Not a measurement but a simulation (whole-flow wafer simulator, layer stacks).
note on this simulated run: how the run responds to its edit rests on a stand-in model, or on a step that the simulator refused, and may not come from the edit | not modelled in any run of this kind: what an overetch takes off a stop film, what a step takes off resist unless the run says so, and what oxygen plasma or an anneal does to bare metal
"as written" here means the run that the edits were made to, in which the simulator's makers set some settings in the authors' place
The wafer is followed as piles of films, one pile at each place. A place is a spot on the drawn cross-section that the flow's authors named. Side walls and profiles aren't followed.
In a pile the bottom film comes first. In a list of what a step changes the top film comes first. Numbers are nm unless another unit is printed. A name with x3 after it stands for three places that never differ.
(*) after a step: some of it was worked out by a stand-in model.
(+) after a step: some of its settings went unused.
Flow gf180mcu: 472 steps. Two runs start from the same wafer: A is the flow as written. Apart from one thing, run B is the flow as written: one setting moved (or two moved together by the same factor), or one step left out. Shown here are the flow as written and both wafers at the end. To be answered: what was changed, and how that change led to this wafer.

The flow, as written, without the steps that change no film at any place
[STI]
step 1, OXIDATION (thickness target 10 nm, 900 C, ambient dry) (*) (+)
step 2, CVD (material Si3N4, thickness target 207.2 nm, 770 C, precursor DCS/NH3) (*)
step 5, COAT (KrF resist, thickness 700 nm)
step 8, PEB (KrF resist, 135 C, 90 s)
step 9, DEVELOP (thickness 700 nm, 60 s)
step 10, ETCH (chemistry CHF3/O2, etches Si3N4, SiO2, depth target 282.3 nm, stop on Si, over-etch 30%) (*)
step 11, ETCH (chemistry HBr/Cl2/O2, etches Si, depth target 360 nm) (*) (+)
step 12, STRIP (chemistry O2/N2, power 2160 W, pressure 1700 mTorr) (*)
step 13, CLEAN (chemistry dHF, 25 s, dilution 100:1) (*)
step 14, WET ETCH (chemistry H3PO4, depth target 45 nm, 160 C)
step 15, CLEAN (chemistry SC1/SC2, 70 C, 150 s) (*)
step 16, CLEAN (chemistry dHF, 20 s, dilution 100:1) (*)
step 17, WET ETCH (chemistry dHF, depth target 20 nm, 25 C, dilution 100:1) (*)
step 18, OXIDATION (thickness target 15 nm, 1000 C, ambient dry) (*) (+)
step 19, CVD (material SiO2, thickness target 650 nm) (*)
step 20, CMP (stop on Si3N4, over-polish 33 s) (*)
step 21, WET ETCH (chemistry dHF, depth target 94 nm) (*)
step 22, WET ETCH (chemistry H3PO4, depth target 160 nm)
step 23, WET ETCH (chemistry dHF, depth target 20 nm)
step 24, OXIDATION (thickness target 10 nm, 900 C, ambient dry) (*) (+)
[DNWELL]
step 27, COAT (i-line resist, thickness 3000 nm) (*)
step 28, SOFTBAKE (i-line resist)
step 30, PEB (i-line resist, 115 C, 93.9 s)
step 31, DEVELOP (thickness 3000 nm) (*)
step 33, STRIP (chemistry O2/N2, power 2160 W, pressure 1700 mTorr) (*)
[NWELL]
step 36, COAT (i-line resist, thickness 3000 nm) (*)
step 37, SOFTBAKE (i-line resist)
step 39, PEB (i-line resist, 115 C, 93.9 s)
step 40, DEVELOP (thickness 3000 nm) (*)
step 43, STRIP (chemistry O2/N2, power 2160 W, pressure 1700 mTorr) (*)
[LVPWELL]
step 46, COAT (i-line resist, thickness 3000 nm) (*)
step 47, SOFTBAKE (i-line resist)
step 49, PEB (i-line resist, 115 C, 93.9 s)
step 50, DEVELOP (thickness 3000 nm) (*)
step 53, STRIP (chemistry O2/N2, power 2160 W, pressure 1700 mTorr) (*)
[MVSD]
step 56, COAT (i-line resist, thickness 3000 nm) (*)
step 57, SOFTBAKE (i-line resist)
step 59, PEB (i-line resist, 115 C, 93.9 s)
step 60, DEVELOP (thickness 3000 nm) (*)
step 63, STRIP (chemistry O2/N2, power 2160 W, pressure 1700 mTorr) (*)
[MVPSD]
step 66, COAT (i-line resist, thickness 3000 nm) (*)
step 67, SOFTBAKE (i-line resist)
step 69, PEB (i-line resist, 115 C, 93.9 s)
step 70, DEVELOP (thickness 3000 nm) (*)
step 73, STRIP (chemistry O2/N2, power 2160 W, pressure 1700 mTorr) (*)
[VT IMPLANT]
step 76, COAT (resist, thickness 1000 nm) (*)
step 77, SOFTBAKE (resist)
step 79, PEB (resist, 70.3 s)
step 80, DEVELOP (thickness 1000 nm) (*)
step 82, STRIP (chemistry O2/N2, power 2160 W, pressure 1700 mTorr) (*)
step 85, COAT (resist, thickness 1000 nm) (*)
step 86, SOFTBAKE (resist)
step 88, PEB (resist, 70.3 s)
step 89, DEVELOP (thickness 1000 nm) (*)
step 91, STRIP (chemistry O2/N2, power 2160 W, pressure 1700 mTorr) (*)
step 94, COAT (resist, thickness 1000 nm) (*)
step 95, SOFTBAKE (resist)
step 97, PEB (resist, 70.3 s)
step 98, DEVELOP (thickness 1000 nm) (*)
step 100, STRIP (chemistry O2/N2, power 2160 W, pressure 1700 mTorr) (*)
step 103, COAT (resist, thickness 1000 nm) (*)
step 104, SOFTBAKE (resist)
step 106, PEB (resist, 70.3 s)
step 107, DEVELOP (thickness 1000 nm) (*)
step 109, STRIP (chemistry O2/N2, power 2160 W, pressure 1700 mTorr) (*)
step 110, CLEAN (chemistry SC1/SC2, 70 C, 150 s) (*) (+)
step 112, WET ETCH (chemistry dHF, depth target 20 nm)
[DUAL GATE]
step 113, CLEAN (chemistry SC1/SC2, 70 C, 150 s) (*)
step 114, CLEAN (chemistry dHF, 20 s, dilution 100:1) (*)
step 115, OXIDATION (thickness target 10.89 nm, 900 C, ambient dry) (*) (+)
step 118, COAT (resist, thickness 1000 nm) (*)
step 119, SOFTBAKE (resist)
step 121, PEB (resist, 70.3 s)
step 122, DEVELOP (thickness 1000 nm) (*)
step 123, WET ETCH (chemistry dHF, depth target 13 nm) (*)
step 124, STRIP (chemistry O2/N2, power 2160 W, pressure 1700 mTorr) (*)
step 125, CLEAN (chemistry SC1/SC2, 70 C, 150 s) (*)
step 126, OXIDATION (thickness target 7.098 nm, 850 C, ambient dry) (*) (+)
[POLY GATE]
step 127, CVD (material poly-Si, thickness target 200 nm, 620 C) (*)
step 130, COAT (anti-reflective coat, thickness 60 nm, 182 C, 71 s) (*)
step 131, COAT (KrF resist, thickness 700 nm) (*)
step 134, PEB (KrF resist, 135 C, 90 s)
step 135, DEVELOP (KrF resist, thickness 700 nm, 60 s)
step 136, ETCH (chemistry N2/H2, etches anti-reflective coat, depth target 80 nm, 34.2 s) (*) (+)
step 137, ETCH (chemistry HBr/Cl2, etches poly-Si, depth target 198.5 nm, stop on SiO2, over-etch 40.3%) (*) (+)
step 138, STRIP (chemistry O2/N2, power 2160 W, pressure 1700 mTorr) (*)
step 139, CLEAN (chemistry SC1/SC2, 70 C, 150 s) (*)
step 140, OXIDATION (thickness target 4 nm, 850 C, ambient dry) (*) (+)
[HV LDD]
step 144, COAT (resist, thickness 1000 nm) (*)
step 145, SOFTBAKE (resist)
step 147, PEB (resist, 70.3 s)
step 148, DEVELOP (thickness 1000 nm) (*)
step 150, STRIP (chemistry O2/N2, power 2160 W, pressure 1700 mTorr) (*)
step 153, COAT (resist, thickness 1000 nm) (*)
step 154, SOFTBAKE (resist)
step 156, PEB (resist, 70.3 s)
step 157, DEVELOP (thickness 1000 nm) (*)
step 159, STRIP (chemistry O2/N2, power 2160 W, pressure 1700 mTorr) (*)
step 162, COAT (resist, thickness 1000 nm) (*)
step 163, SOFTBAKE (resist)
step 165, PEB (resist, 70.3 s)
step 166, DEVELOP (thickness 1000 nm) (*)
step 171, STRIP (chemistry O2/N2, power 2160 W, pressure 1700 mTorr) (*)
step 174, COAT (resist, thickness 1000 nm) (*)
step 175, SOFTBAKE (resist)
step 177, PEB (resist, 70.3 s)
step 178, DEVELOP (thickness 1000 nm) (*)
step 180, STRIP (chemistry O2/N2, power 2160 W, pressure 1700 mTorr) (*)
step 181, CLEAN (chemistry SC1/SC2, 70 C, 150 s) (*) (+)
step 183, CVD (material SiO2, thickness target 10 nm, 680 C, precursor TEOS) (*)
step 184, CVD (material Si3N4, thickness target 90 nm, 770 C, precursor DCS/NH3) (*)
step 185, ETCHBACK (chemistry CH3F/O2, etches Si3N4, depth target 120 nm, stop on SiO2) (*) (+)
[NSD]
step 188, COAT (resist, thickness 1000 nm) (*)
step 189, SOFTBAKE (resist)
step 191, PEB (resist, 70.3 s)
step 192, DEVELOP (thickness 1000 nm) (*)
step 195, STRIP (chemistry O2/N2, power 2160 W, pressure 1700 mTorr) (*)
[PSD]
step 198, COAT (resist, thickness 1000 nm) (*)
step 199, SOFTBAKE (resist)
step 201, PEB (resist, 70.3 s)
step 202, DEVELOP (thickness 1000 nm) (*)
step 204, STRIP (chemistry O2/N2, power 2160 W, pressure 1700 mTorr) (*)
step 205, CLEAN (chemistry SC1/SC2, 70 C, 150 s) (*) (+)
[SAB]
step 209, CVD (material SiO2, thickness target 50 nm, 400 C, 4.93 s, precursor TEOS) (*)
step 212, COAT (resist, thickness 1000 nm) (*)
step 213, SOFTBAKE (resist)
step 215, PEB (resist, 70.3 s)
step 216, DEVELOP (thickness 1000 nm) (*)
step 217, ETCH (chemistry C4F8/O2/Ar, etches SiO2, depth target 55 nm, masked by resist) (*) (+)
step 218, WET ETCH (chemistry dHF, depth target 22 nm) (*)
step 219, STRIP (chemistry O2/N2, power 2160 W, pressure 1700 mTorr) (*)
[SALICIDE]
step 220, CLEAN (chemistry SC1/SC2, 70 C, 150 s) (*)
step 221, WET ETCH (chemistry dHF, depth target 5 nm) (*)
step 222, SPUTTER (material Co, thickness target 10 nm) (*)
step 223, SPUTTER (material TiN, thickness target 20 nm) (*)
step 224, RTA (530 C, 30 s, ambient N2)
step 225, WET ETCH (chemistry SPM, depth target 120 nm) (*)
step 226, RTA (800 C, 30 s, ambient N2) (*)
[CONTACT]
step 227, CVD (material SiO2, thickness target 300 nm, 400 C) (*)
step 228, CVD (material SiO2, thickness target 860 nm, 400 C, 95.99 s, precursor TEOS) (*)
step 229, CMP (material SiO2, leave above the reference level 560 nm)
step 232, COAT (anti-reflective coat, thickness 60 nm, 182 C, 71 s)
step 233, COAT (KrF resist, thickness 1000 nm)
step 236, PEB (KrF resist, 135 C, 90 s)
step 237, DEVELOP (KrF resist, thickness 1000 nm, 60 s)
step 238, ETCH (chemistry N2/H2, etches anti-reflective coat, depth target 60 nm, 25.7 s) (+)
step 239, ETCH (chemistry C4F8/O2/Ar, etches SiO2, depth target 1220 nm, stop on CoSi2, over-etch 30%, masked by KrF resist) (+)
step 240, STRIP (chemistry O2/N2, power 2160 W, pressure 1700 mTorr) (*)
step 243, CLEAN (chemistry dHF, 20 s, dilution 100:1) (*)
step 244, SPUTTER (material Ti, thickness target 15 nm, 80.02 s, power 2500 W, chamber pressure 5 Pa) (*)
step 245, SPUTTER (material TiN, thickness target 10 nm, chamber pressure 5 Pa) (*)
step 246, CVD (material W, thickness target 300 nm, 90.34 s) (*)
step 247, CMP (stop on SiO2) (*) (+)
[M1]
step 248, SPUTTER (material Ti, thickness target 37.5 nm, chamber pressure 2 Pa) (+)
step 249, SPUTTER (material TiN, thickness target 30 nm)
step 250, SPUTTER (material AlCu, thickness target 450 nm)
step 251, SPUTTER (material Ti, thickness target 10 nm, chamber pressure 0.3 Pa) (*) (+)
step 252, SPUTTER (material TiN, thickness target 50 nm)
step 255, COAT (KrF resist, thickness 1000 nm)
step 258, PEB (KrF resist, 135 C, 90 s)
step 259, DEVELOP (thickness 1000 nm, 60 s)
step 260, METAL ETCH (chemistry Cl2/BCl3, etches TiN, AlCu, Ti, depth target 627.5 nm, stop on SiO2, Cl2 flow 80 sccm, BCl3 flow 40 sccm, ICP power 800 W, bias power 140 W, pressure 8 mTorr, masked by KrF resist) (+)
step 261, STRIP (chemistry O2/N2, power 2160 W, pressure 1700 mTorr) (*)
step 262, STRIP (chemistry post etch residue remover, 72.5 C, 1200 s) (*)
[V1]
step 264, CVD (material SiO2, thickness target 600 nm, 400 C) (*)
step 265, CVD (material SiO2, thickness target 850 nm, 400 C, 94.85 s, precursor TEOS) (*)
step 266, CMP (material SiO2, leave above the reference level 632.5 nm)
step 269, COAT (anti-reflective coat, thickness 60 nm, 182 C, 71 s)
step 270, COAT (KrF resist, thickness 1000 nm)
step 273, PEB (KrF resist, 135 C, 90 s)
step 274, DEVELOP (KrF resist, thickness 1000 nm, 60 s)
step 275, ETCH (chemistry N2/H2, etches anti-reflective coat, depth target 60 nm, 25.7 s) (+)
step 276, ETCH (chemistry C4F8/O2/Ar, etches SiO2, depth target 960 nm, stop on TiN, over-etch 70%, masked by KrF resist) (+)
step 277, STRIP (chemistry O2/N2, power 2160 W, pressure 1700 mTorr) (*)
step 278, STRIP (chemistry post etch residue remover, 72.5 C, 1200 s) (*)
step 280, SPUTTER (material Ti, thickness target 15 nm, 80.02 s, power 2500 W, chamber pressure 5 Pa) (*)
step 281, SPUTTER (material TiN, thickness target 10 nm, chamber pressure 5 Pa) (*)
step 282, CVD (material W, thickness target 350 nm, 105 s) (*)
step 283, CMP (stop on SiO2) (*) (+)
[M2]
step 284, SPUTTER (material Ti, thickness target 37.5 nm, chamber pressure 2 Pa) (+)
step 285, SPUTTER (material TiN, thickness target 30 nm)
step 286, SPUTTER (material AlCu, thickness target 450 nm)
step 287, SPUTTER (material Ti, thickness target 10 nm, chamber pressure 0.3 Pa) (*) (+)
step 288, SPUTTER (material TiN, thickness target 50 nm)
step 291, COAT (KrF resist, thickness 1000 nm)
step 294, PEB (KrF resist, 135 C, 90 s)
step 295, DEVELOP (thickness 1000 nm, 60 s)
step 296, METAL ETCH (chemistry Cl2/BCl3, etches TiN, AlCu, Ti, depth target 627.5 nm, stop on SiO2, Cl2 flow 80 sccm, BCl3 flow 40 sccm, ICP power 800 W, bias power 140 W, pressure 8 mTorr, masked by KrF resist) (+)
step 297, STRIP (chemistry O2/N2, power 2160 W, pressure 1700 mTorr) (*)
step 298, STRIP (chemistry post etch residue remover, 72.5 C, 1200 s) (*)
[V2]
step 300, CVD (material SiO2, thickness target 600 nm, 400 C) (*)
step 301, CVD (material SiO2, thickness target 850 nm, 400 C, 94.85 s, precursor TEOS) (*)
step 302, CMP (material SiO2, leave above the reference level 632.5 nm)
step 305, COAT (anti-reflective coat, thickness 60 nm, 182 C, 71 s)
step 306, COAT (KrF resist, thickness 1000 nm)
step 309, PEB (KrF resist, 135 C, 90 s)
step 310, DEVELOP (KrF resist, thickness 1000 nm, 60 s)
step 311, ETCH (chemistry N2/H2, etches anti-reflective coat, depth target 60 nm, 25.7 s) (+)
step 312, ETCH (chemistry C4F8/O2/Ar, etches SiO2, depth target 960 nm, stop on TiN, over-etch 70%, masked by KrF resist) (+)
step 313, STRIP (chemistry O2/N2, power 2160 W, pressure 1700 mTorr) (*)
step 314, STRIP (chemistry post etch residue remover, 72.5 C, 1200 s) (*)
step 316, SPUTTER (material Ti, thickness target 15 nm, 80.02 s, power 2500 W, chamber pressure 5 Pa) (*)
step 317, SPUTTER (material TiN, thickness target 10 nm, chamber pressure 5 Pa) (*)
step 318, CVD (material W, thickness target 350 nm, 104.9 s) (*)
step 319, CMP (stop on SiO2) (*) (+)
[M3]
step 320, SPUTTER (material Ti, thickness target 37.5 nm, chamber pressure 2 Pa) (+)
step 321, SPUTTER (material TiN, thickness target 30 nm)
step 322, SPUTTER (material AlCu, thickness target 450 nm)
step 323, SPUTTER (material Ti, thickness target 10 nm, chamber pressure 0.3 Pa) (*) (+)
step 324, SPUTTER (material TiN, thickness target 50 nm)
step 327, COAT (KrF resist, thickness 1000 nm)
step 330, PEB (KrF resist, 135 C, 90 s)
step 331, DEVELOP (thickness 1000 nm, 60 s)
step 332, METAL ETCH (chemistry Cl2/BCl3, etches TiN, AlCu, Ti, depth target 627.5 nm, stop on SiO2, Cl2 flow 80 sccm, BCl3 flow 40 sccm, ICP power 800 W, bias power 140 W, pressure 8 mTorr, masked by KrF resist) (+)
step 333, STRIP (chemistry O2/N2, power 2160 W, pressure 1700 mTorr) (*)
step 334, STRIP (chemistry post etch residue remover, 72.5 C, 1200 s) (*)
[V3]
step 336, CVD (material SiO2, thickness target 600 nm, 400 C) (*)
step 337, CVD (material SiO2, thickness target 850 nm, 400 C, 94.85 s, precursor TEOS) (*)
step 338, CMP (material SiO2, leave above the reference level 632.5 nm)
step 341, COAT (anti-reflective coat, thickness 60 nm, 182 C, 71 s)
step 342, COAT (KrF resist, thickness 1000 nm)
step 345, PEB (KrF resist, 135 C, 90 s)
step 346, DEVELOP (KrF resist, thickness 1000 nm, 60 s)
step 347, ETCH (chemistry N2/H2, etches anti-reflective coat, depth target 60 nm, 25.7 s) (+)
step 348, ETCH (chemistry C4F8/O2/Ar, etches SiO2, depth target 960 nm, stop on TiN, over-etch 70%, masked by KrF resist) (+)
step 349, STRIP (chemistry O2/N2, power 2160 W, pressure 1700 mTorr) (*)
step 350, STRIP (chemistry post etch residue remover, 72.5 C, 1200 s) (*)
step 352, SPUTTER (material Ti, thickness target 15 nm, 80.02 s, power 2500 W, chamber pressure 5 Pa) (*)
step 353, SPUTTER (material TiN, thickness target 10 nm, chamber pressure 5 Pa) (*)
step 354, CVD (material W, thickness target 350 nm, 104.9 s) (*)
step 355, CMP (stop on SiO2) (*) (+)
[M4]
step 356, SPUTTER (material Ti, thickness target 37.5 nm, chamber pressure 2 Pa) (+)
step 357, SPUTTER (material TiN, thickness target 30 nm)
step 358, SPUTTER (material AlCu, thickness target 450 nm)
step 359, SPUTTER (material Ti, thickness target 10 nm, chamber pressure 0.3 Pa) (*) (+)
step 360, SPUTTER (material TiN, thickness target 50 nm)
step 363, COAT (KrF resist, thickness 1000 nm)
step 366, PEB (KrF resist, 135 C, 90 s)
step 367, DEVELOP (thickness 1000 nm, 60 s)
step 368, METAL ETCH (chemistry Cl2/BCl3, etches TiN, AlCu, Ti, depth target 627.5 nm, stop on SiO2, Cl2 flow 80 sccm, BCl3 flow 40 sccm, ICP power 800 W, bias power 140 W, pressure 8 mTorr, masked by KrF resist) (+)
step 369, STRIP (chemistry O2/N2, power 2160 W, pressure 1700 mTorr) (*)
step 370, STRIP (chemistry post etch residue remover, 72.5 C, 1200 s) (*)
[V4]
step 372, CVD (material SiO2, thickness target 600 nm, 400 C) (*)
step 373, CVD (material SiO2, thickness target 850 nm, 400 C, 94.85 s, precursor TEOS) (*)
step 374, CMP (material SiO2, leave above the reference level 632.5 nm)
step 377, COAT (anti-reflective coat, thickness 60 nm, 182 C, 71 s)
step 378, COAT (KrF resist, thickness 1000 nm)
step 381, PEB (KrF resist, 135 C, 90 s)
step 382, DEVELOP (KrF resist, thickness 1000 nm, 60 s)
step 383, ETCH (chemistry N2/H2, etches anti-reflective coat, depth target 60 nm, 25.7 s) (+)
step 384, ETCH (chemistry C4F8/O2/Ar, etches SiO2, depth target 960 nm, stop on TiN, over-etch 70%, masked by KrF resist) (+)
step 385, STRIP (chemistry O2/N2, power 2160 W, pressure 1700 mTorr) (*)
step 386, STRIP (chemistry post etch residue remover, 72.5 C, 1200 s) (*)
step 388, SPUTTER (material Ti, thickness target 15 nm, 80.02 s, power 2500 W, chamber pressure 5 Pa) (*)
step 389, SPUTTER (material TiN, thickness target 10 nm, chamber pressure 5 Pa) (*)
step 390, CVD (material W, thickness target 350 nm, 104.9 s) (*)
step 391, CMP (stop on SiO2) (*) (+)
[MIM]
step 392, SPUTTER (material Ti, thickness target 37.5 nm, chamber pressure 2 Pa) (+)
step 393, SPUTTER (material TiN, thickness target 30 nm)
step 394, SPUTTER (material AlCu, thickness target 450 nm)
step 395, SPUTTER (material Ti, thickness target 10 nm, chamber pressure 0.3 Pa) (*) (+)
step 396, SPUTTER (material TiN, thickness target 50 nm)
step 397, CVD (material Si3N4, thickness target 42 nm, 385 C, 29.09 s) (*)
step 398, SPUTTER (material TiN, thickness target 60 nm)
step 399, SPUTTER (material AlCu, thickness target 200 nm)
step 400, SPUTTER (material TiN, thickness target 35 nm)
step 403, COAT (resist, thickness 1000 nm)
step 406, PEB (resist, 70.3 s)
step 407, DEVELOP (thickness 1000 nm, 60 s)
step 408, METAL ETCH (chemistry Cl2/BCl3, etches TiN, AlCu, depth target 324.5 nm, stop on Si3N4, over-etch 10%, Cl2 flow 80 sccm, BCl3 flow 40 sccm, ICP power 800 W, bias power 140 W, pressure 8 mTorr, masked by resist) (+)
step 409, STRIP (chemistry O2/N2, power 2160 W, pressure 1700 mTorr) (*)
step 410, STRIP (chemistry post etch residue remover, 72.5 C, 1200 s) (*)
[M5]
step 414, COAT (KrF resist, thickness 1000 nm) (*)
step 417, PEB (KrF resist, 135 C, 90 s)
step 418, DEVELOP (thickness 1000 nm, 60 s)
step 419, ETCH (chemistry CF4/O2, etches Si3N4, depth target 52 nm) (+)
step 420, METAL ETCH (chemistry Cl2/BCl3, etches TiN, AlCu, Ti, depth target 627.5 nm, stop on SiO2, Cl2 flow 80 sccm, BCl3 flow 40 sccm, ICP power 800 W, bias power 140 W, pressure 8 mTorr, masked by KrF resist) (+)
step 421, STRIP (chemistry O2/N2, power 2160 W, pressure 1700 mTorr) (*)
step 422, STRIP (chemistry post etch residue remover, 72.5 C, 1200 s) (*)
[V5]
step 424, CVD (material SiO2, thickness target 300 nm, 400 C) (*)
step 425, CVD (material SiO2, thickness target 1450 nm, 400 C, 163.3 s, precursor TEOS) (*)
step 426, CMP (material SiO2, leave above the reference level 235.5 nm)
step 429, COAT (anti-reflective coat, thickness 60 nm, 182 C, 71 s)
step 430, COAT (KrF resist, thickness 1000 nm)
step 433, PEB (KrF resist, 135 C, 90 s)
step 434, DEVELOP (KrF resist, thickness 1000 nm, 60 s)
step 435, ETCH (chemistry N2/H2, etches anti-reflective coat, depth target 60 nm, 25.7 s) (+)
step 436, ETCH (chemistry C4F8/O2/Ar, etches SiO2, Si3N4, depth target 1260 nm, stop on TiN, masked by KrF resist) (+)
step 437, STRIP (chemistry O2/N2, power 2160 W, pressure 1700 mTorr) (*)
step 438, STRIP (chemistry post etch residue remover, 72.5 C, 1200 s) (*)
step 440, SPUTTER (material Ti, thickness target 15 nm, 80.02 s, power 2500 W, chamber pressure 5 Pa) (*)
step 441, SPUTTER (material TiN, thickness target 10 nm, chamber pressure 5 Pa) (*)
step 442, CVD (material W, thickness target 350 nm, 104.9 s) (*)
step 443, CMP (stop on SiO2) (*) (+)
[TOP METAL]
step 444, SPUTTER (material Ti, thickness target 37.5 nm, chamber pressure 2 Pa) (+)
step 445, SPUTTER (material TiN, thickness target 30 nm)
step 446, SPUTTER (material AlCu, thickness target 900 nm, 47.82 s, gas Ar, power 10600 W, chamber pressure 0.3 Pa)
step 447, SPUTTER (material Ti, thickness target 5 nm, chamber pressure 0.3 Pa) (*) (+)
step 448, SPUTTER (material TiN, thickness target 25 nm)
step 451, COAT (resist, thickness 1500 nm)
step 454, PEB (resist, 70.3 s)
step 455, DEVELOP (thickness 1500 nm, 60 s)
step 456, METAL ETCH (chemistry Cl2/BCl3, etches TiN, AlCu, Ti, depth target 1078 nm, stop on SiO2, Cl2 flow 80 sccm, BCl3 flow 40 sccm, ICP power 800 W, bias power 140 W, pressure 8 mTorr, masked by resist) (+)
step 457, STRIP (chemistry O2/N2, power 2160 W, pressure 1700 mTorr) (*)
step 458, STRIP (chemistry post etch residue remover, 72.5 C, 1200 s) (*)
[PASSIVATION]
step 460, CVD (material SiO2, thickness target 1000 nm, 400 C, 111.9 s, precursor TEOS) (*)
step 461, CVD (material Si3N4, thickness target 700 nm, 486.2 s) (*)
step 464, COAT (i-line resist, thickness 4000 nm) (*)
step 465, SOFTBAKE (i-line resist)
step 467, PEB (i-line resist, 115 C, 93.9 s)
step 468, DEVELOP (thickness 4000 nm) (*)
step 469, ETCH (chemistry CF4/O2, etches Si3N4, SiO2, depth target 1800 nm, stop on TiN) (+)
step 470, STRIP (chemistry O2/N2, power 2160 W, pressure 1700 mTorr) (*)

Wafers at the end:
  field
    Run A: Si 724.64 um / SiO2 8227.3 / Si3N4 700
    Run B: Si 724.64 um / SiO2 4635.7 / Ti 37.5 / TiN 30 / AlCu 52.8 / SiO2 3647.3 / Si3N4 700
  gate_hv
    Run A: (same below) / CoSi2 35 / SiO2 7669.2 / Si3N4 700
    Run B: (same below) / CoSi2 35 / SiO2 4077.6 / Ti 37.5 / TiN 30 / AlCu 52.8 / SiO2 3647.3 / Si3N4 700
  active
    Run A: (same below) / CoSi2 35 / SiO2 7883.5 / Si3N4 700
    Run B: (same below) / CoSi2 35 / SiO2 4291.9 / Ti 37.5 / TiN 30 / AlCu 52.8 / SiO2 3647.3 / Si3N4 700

What caused this: step 358, SPUTTER: thickness target 626 nm was run, while the flow as written has thickness target 450 nm.

The path from the change to this, step by step:
  step 358, SPUTTER (material AlCu, thickness target 450 nm)
      field, field__w1, field__w2 and 108 more: A AlCu gains 450 (new film) | B AlCu gains 626 (new film)
  step 368, METAL ETCH (chemistry Cl2/BCl3, etches TiN, AlCu, Ti, depth target 627.5 nm, stop on SiO2, Cl2 flow 80 sccm, BCl3 flow 40 sccm, ICP power 800 W, bias power 140 W, pressure 8 mTorr, masked by KrF resist) (+)
      field, field__w1, field__w2 and 103 more: A TiN loses 50 (all of it), Ti loses 10 (all of it), AlCu loses 450 (all of it), TiN loses 30 (all of it), Ti loses 37.5 (all of it) | B TiN loses 50 (all of it), Ti loses 10 (all of it), AlCu loses 567.5
  step 370, STRIP (chemistry post etch residue remover, 72.5 C, 1200 s) (*)
      field, field__w1, field__w2 and 103 more: A nothing | B AlCu loses 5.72
  step 372, CVD (material SiO2, thickness target 600 nm, 400 C) (*)
      field, field__w1, field__w2 and 103 more: A SiO2 gains 600 | B SiO2 gains 600 (new film)
  step 374, CMP (material SiO2, leave above the reference level 632.5 nm)
      field, field__w1, field__w2 and 103 more: A SiO2 loses 300 | B SiO2 loses 244.3
Taking metal films that touch as one body, field has 1 body; the flow as written gives 0 bodies.
Taking metal films that touch as one body, gate_hv has 2 bodies (between them, from the top down: SiO2 4077.6); the flow as written gives 1 body.
Taking metal films that touch as one body, active has 2 bodies (between them, from the top down: SiO2 4291.9); the flow as written gives 1 body.
